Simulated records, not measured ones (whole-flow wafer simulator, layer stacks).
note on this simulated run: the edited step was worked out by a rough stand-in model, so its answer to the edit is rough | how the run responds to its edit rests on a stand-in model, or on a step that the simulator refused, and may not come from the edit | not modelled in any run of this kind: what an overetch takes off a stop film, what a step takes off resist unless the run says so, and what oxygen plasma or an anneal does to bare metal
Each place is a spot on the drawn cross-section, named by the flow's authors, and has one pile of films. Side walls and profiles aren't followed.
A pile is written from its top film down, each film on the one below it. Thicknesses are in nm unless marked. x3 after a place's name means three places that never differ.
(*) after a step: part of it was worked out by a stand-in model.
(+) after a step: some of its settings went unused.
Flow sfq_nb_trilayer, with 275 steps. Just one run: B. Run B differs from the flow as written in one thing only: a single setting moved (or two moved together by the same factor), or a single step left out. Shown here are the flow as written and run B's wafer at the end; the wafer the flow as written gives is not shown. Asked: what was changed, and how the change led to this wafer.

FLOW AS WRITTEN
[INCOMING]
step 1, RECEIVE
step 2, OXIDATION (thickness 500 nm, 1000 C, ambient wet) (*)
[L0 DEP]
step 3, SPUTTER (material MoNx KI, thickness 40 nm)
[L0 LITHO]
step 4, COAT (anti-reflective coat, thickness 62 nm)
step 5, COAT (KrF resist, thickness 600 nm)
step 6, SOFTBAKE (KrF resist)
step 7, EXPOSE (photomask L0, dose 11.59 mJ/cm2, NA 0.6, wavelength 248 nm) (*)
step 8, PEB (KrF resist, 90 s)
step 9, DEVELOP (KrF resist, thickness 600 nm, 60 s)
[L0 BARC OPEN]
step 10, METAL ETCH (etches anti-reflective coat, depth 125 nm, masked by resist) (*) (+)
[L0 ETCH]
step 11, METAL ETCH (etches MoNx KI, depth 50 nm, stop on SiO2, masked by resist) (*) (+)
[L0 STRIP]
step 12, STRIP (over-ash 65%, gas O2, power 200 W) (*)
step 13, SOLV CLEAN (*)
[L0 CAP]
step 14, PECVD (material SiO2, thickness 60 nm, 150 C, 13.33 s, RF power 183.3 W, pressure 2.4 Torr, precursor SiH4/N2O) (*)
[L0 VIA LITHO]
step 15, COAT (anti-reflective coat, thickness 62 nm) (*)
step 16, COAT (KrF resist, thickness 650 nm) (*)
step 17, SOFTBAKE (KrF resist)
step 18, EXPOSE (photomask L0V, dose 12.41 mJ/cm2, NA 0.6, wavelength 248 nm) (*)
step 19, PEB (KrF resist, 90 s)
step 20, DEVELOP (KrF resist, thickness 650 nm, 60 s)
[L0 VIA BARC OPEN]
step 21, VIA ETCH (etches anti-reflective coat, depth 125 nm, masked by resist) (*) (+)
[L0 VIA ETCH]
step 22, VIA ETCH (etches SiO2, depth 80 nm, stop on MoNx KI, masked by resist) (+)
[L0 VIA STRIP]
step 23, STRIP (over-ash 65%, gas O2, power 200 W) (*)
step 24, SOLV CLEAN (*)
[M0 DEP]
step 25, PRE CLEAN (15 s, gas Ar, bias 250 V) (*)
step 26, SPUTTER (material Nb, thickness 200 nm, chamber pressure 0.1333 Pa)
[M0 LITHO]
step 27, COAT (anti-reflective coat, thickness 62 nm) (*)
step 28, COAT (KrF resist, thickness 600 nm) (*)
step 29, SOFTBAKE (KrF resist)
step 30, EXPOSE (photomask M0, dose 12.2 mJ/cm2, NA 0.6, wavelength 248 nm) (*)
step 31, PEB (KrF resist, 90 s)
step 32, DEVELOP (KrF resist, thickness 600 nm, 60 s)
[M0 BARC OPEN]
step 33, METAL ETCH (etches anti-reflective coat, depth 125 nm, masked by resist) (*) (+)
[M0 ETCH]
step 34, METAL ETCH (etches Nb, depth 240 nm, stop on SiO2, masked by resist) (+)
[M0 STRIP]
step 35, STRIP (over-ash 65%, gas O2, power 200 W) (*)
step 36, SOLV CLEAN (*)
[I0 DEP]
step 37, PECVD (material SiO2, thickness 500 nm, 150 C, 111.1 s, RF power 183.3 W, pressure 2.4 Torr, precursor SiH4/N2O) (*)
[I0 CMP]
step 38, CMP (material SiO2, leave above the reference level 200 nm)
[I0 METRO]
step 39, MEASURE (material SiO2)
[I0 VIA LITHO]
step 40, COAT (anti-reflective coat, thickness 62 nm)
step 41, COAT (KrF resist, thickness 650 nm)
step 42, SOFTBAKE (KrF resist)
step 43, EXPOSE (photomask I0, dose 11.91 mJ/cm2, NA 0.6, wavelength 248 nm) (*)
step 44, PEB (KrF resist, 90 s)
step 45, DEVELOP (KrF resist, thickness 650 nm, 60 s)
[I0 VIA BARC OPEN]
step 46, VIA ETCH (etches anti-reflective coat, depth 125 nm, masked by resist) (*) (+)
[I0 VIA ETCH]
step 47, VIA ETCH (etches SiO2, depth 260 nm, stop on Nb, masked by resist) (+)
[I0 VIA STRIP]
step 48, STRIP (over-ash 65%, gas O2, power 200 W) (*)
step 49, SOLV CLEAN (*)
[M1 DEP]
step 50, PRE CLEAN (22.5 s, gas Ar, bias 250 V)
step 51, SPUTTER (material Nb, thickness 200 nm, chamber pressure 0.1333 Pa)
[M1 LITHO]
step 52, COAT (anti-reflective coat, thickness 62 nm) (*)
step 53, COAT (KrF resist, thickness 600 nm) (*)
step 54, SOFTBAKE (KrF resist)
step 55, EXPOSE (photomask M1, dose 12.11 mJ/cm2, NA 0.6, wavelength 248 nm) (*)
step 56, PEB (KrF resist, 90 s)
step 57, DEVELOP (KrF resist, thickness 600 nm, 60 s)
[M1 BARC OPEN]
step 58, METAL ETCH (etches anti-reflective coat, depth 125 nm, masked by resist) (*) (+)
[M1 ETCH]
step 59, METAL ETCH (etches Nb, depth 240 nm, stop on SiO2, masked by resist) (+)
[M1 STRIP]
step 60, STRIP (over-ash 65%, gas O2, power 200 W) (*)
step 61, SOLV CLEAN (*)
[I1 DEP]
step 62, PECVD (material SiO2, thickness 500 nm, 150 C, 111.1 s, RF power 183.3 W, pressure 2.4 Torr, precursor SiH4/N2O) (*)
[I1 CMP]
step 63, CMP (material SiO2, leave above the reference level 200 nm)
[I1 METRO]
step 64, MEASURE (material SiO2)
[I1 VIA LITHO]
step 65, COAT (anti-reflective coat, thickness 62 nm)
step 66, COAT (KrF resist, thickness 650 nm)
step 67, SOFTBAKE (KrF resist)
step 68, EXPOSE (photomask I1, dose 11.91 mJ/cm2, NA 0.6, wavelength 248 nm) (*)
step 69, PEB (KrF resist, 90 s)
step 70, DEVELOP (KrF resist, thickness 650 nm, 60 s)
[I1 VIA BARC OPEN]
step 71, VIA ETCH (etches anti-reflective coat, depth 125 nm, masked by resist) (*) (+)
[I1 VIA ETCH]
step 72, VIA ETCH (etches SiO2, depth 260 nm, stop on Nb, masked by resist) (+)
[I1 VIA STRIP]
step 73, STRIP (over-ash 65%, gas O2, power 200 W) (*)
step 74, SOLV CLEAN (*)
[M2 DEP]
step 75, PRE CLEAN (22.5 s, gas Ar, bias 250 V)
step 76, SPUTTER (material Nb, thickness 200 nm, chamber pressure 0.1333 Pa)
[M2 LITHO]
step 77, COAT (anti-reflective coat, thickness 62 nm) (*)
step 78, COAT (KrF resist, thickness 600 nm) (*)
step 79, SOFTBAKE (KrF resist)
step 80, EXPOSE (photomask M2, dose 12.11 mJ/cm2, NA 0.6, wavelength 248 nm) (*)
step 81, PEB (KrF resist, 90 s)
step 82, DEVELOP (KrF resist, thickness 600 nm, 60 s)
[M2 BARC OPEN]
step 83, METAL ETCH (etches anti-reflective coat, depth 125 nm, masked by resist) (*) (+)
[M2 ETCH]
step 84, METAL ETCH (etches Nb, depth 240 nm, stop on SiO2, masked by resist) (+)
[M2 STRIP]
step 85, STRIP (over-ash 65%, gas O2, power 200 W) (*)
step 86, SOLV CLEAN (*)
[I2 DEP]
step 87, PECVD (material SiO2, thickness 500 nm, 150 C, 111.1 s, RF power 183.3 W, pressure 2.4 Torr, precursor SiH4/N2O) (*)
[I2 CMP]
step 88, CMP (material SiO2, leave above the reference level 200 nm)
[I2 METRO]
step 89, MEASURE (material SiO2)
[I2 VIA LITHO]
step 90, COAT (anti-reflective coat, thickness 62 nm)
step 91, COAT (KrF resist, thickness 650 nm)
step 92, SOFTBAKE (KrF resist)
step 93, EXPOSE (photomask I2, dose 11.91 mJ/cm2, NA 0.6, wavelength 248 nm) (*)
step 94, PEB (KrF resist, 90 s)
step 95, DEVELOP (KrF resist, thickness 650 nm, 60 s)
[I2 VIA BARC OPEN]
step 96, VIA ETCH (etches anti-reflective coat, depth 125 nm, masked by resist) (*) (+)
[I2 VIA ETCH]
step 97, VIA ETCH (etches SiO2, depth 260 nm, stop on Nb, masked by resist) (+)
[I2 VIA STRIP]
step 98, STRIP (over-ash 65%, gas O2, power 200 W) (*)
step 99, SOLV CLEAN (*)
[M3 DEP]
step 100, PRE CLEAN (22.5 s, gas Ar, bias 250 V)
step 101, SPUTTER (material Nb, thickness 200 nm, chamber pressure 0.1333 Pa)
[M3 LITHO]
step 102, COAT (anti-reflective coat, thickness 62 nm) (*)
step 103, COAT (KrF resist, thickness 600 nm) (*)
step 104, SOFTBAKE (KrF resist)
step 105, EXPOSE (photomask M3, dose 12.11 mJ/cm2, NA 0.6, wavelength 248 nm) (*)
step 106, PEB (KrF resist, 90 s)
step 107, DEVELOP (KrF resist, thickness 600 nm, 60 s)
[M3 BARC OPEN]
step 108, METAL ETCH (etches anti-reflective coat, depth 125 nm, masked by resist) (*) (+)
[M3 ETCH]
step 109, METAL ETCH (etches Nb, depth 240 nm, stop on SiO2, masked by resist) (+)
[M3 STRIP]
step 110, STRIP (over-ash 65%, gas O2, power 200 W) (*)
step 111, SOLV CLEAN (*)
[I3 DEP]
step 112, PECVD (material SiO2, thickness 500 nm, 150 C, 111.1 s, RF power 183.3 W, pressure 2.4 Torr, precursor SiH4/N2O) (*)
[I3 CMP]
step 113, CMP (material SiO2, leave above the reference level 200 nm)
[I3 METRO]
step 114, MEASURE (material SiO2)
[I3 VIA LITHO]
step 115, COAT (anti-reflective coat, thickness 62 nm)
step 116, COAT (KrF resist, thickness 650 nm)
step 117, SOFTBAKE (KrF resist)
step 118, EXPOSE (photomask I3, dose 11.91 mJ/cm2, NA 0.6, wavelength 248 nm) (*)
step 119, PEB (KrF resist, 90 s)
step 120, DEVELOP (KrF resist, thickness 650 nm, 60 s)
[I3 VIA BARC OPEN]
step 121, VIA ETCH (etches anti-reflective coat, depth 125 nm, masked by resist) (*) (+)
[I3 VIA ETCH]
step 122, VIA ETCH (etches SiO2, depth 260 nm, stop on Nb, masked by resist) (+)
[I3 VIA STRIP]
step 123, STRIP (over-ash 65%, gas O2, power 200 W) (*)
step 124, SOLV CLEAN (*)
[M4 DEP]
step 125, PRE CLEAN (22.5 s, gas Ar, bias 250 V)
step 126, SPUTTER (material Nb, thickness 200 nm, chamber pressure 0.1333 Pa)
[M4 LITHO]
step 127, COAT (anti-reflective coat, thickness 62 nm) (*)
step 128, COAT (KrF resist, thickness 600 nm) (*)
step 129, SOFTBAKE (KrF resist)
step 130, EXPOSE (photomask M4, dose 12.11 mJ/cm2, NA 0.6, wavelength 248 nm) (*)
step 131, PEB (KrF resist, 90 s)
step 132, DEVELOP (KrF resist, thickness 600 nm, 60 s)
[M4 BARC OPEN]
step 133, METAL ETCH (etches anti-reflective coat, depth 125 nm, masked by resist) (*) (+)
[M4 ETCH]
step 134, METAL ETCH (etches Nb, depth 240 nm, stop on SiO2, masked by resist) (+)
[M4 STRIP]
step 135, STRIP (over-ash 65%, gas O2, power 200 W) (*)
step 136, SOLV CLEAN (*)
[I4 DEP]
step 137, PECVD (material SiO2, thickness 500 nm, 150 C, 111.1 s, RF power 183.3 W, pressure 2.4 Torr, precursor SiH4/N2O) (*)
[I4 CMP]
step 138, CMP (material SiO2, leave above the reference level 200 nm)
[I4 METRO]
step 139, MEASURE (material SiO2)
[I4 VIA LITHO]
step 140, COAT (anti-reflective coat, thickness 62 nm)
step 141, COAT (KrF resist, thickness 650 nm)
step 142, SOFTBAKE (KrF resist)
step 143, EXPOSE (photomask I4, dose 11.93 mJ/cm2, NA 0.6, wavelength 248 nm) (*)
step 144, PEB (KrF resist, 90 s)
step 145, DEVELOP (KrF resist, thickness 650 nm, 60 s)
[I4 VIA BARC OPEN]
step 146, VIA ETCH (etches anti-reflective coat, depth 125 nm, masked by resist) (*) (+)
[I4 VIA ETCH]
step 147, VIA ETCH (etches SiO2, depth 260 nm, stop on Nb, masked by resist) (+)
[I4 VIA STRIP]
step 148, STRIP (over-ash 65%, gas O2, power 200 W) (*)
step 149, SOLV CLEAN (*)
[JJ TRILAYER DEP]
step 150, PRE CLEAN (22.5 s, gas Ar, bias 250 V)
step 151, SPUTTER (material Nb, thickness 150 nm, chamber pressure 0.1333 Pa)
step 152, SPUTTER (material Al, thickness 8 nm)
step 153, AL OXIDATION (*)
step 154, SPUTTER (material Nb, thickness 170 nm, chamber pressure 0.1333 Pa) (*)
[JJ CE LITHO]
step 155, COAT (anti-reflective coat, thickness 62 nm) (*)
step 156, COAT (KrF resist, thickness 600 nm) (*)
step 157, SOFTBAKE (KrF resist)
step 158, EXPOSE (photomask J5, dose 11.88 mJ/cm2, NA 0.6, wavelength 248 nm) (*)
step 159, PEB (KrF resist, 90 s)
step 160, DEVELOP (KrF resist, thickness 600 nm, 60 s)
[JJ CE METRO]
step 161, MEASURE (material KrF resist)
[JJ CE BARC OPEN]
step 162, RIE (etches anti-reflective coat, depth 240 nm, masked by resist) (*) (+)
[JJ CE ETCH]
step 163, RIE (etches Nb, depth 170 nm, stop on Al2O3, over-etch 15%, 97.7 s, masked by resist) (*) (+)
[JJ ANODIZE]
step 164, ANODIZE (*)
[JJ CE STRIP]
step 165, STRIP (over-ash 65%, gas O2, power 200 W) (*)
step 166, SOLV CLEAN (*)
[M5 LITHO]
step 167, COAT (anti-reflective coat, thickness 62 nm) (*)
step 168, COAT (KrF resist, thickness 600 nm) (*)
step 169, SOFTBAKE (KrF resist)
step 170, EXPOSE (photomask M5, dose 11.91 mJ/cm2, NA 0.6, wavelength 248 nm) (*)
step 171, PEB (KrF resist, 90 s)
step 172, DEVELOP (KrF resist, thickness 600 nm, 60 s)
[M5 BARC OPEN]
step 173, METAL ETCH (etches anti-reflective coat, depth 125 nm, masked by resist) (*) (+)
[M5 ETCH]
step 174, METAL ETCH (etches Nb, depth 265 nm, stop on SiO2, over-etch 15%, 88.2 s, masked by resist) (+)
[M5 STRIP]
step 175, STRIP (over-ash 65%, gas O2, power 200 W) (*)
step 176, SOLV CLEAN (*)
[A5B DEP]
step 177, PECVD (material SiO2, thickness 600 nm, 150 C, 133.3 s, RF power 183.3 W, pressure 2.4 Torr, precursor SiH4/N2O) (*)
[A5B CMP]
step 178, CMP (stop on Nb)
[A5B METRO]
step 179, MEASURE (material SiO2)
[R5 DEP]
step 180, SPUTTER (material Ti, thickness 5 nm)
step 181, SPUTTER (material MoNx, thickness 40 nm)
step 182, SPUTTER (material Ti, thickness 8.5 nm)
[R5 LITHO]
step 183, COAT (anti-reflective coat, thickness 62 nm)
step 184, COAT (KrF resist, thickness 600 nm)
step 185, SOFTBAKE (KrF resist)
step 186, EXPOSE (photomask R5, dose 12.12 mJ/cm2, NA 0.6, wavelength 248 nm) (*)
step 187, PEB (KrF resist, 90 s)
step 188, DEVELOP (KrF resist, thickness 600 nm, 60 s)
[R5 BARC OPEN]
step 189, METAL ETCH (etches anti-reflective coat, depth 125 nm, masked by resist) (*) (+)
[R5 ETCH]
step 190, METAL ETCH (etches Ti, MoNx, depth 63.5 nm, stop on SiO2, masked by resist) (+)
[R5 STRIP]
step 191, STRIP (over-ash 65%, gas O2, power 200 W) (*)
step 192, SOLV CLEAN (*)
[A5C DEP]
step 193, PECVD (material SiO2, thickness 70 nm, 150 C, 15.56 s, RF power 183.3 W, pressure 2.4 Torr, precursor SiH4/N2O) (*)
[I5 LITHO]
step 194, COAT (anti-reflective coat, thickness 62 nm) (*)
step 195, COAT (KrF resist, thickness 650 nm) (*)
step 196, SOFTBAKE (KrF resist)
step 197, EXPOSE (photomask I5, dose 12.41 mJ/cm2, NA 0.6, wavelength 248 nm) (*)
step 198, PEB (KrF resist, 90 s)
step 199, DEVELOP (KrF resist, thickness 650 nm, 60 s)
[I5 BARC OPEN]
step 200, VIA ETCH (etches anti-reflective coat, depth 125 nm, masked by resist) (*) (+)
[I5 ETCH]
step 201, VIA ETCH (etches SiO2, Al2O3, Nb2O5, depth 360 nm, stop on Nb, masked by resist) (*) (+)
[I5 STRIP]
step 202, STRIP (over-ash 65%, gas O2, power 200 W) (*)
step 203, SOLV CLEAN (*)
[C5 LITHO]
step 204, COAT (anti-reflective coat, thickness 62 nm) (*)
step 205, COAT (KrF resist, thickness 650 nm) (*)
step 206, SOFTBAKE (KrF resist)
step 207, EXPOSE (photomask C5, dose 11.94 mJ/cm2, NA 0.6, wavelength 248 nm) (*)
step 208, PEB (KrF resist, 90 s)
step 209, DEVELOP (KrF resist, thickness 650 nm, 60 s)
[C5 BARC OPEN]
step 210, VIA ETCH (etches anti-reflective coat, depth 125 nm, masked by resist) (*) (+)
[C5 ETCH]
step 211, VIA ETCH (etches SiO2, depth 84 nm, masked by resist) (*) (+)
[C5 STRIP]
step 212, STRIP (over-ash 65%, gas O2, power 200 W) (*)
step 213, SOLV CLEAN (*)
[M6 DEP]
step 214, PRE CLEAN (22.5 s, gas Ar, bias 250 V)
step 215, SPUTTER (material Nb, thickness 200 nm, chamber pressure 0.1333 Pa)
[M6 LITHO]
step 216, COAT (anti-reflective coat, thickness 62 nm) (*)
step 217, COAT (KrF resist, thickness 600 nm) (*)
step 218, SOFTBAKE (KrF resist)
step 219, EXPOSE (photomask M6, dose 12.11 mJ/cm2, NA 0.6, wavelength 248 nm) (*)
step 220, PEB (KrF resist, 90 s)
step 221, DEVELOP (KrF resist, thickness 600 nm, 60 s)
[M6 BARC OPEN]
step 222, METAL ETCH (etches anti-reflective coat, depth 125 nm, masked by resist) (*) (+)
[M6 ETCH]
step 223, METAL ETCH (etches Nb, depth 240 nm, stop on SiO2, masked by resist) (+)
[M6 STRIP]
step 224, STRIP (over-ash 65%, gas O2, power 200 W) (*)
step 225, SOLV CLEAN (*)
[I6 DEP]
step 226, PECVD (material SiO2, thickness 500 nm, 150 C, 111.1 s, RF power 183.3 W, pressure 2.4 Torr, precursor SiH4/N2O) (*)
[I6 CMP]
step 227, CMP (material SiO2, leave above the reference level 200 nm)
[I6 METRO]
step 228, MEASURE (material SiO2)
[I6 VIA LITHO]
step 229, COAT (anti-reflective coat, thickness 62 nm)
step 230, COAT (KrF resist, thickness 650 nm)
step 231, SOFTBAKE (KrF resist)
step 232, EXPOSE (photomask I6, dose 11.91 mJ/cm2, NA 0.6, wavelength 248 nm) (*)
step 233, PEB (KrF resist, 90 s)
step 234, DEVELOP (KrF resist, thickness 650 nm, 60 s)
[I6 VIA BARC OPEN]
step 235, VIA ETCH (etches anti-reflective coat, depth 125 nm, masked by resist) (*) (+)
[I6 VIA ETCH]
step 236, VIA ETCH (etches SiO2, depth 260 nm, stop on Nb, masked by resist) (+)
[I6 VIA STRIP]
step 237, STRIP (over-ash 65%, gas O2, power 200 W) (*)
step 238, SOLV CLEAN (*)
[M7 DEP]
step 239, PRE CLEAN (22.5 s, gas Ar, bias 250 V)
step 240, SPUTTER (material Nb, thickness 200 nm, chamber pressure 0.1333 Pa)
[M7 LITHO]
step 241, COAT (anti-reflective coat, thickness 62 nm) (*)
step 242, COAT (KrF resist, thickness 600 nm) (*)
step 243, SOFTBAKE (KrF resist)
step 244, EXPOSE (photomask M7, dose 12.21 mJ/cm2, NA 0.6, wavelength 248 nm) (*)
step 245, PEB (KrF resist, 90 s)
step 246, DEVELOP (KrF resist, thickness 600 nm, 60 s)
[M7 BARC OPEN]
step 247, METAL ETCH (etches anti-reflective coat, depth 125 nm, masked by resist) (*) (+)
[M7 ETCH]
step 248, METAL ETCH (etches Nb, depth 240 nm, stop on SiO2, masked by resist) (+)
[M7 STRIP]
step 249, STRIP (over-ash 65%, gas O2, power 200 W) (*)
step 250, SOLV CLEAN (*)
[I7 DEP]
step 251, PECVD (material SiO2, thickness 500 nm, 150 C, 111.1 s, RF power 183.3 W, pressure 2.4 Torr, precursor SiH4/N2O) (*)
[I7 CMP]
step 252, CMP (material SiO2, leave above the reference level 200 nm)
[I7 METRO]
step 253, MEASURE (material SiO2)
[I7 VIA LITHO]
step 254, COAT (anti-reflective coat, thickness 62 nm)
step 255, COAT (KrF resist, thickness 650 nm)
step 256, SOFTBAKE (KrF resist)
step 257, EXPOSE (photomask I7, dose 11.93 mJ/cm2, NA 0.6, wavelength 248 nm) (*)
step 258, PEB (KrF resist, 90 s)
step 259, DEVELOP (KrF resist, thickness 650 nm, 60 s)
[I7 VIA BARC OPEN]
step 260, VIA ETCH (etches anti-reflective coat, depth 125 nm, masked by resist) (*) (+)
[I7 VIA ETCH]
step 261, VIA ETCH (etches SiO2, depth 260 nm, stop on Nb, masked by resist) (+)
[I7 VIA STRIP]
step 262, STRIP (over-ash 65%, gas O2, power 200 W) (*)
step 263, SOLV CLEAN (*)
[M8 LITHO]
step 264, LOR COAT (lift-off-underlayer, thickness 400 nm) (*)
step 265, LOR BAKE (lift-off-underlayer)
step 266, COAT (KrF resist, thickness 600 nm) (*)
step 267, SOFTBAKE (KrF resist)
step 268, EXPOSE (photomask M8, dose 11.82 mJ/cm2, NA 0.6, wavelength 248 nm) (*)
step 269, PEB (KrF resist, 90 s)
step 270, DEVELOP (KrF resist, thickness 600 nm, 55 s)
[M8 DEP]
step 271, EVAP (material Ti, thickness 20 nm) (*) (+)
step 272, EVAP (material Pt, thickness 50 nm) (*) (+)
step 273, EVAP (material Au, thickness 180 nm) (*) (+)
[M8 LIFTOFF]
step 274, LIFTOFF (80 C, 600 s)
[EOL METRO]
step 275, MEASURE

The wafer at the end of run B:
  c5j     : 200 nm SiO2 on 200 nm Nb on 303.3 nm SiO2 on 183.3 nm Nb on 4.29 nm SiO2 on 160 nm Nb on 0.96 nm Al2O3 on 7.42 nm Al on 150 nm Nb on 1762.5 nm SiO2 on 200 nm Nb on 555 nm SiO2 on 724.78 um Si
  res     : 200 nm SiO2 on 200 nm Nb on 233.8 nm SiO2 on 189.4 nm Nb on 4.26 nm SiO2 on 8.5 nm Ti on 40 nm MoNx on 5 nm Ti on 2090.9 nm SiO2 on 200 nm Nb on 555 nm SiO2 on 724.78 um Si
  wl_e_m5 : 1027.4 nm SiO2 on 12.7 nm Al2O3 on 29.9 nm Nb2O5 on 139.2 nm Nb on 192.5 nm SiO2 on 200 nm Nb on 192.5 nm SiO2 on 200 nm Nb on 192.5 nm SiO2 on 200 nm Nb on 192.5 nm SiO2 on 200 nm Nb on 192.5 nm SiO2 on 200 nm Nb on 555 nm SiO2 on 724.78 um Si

What caused this: step 193, PECVD: thickness 95.9 nm was run, though the flow has thickness 70 nm; step 193, PECVD: 21.31 s was run, where the flow has 15.56 s.

How this came from the change, step by step:
  step 193, PECVD (material SiO2, thickness 70 nm, 150 C, 15.56 s, RF power 183.3 W, pressure 2.4 Torr, precursor SiH4/N2O) (*)
      field_l, v_sur, via_wl and 92 more: SiO2 gains 95.9 (as written it would have been: SiO2 gains 70)
      ce_l, c5j, ce_r and 8 more: SiO2 gains 95.9 (new film) (as written it would have been: SiO2 gains 70 (new film))
  step 201, VIA ETCH (etches SiO2, Al2O3, Nb2O5, depth 360 nm, stop on Nb, masked by resist) (*) (+)
      be: SiO2 loses 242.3 (all of it), Al2O3 loses 12.7 (all of it), Nb2O5 loses 29.9 (all of it) (as written it would have been: SiO2 loses 216.4 (all of it), Al2O3 loses 12.7 (all of it), Nb2O5 loses 29.9 (all of it))
  step 204, COAT (anti-reflective coat, thickness 62 nm) (*)
      be: anti-reflective coat gains 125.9 (new film) (as written it would have been: anti-reflective coat gains 122.2 (new film))
      be_sur: anti-reflective coat gains 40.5 (new film) (as written it would have been: anti-reflective coat gains 41.8 (new film))
  step 205, COAT (KrF resist, thickness 650 nm) (*)
      be: KrF resist gains 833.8 (new film) (as written it would have been: KrF resist gains 815.3 (new film))
  step 211, VIA ETCH (etches SiO2, depth 84 nm, masked by resist) (*) (+)
      c5j: SiO2 loses 84 (as written it would have been: SiO2 loses 69.9 (all of it), Nb loses 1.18)
      res: SiO2 loses 84 (as written it would have been: SiO2 loses 69.9 (all of it))
  step 212, STRIP (over-ash 65%, gas O2, power 200 W) (*)
      be: KrF resist loses 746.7 (all of it), anti-reflective coat loses 125.9 (all of it) (as written it would have been: KrF resist loses 728.2 (all of it), anti-reflective coat loses 122.2 (all of it))
      be_sur: KrF resist loses 558.4 (all of it), anti-reflective coat loses 40.5 (all of it) (as written it would have been: KrF resist loses 559.6 (all of it), anti-reflective coat loses 41.8 (all of it))
  step 214, PRE CLEAN (22.5 s, gas Ar, bias 250 V)
      c5j: SiO2 loses 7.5 (as written it would have been: Nb loses 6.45)
      res: SiO2 loses 7.5 (as written it would have been: Ti loses 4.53)
  step 215, SPUTTER (material Nb, thickness 200 nm, chamber pressure 0.1333 Pa)
      c5j: Nb gains 183.3 (new film) (as written it would have been: Nb gains 188.4)
      be: Nb gains 141.6 (as written it would have been: Nb gains 147.3)
  step 216, COAT (anti-reflective coat, thickness 62 nm) (*)
      be: anti-reflective coat gains 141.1 (new film) (as written it would have been: anti-reflective coat gains 136.7 (new film))
      be_sur: anti-reflective coat gains 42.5 (new film) (as written it would have been: anti-reflective coat gains 43.8 (new film))
      (and at 5 other places as well)
  step 217, COAT (KrF resist, thickness 600 nm) (*)
      be: KrF resist gains 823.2 (new film) (as written it would have been: KrF resist gains 793.9 (new film))
  step 224, STRIP (over-ash 65%, gas O2, power 200 W) (*)
      be: KrF resist loses 605 (all of it), anti-reflective coat loses 141.1 (all of it) (as written it would have been: KrF resist loses 575.8 (all of it), anti-reflective coat loses 136.7 (all of it))
      be_sur: KrF resist loses 373.5 (all of it), anti-reflective coat loses 42.5 (all of it) (as written it would have been: KrF resist loses 371.2 (all of it), anti-reflective coat loses 43.8 (all of it))
      (and at 5 other places as well)
  step 226, PECVD (material SiO2, thickness 500 nm, 150 C, 111.1 s, RF power 183.3 W, pressure 2.4 Torr, precursor SiH4/N2O) (*)
      be: SiO2 gains 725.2 (new film) (as written it would have been: SiO2 gains 693.5 (new film))
      c5j: SiO2 gains 533.8 (new film) (as written it would have been: SiO2 gains 514.7 (new film))
  step 227, CMP (material SiO2, leave above the reference level 200 nm)
      res: SiO2 loses 258.7 (as written it would have been: SiO2 loses 279.4)
If metal films that touch count as one body, c5j has 5 bodies (between them, from the top down: SiO2 303.3; SiO2 4.29; Al2O3 0.96; SiO2 1762.5); the flow as written gives 4 bodies (between them, from the top down: SiO2 284.2; Al2O3 0.96; SiO2 1762.5).
If metal films that touch count as one body, res has 4 bodies (between them, from the top down: SiO2 233.8; SiO2 4.26; SiO2 2090.9); the flow as written gives 3 bodies (between them, from the top down: SiO2 213.1; SiO2 2090.9).
